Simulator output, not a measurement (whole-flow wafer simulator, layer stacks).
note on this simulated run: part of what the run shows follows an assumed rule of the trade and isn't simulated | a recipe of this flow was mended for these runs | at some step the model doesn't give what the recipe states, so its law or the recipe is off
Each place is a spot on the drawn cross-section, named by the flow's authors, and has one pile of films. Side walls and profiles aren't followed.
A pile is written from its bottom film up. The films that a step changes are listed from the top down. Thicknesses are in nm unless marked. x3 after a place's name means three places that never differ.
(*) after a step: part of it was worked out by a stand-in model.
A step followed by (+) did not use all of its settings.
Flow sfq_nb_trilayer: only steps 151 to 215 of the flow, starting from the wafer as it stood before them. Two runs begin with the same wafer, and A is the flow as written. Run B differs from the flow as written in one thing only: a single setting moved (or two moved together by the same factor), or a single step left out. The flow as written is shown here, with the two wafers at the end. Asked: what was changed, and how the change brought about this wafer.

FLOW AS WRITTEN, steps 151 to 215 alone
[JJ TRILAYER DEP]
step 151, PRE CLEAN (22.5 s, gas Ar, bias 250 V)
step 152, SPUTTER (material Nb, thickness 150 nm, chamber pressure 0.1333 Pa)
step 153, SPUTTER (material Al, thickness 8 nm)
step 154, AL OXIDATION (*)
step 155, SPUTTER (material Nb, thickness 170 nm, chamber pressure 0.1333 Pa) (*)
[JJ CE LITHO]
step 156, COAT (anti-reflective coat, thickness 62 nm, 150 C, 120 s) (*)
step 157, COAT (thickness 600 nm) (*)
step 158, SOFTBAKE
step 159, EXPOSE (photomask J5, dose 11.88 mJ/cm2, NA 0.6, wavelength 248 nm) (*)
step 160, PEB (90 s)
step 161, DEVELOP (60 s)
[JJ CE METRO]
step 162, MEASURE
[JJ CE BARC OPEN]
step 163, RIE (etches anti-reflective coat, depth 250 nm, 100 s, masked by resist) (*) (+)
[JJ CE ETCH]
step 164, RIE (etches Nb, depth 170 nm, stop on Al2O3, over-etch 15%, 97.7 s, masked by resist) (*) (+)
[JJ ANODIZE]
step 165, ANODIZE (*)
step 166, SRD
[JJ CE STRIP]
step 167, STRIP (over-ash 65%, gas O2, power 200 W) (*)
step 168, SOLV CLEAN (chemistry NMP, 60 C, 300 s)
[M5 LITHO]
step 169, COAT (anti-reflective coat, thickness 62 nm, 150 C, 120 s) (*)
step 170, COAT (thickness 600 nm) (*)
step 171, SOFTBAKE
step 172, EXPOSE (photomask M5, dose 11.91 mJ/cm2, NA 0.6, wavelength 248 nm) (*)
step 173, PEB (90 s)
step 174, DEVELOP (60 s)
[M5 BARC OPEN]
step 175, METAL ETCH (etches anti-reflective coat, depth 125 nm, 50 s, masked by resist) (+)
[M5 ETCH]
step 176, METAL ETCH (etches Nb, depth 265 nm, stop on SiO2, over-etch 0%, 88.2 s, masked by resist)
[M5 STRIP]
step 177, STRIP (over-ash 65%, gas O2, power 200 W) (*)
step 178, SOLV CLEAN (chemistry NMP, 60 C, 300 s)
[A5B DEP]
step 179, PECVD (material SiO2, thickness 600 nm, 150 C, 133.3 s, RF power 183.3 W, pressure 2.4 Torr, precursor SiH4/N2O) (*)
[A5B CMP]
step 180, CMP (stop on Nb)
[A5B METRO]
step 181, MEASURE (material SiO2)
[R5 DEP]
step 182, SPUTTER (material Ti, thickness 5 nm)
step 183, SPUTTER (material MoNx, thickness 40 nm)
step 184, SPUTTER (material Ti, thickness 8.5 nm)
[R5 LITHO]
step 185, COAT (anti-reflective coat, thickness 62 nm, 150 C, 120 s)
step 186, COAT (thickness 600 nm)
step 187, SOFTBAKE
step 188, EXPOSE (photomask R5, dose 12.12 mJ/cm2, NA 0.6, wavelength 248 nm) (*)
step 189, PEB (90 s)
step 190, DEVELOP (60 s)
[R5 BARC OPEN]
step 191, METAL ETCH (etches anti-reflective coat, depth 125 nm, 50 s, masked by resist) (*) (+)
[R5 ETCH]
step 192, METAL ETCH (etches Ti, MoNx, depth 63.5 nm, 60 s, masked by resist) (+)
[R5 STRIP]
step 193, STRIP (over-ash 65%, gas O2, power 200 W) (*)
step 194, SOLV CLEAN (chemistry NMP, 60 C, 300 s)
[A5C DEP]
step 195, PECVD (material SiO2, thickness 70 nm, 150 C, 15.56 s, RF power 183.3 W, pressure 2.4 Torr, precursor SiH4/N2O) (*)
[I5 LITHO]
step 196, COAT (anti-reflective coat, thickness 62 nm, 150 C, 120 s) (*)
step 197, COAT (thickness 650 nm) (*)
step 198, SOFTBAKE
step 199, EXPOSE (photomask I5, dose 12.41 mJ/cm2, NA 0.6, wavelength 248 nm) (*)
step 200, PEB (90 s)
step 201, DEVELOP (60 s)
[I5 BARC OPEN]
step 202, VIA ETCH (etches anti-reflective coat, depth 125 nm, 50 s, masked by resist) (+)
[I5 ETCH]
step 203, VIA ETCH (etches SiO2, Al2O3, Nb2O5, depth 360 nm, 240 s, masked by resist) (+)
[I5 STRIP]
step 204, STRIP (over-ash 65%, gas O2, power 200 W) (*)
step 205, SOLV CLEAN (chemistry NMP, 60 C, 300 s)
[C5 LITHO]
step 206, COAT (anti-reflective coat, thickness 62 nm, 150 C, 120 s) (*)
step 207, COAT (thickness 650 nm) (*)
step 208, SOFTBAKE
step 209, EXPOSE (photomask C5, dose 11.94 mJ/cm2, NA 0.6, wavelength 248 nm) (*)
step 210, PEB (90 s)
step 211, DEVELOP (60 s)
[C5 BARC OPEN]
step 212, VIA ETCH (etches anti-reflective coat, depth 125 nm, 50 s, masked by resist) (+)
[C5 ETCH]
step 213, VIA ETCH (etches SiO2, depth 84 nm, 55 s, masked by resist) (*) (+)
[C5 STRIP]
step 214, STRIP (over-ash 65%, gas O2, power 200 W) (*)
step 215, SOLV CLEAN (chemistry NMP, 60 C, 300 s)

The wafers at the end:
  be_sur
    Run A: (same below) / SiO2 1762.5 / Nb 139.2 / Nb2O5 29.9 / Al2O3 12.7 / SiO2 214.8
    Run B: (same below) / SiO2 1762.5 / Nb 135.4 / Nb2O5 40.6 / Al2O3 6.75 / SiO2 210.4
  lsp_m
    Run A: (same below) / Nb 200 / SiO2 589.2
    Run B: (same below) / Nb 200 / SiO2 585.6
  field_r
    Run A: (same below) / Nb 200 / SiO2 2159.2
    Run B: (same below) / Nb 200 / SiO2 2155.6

What caused this: step 153, SPUTTER: thickness 4.4 nm was run, while the flow as written has thickness 8 nm.

Step by step, how the change led to this:
  step 153, SPUTTER (material Al, thickness 8 nm)
      field_l, v_sur, via_sp and 100 more: A +8 Al (new film) | B +4.4 Al (new film)
      via_wl, via_wr: A +5.13 Al (new film) | B +2.82 Al (new film)
      (and at 1 other place as well)
  step 156, COAT (anti-reflective coat, thickness 62 nm, 150 C, 120 s) (*)
      via_wl, via_wr: A +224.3 anti-reflective coat (new film) | B +219.6 anti-reflective coat (new film)
  step 163, RIE (etches anti-reflective coat, depth 250 nm, 100 s, masked by resist) (*) (+)
      via_wl, via_wr: A -224.3 anti-reflective coat (all of it) | B -219.6 anti-reflective coat (all of it)
  step 165, ANODIZE (*)
      field_l, v_sur, via_sp and 96 more: A +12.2 Al2O3, +29.9 Nb2O5 (new film), -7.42 Al (all of it), -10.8 Nb | B +6.3 Al2O3, +40.6 Nb2O5 (new film), -3.82 Al (all of it), -14.6 Nb
      via_wl, via_wr: A +7.51 Al2O3 (new film), +39.2 Nb2O5 (new film), -4.55 Al (all of it), -14.1 Nb | B +3.7 Al2O3 (new film), +46 Nb2O5 (new film), -2.24 Al (all of it), -16.6 Nb
      (and at 1 other place as well)
  step 169, COAT (anti-reflective coat, thickness 62 nm, 150 C, 120 s) (*)
      c5j: A +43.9 anti-reflective coat (new film) | B +42.9 anti-reflective coat (new film)
  step 176, METAL ETCH (etches Nb, depth 265 nm, stop on SiO2, over-etch 0%, 88.2 s, masked by resist)
      field_l, res, field_r and 43 more: A -12.6 Al2O3 (all of it), -29.9 Nb2O5 (all of it), -139.2 Nb (all of it), -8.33 SiO2 | B -6.62 Al2O3 (all of it), -40.6 Nb2O5 (all of it), -135.4 Nb (all of it), -8.24 SiO2
      r_end, moat, wl_b_sl, wl_g_sl: A -12.6 Al2O3 (all of it), -29.9 Nb2O5 (all of it), -139.2 Nb (all of it), -8.33 SiO2 | B -6.63 Al2O3 (all of it), -40.6 Nb2O5 (all of it), -135.4 Nb (all of it), -8.24 SiO2
      (and at 3 other places as well)
  step 177, STRIP (over-ash 65%, gas O2, power 200 W) (*)
      c5j: A -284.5 KrF-resist-other-grade (all of it), -43.9 anti-reflective coat (all of it) | B -288.4 KrF-resist-other-grade (all of it), -42.9 anti-reflective coat (all of it)
  step 203, VIA ETCH (etches SiO2, Al2O3, Nb2O5, depth 360 nm, 240 s, masked by resist) (+)
      be: A -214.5 SiO2 (all of it), -12.7 Al2O3 (all of it), -29.9 Nb2O5 (all of it), -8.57 Nb | B -210.1 SiO2 (all of it), -6.75 Al2O3 (all of it), -40.6 Nb2O5 (all of it), -8.55 Nb
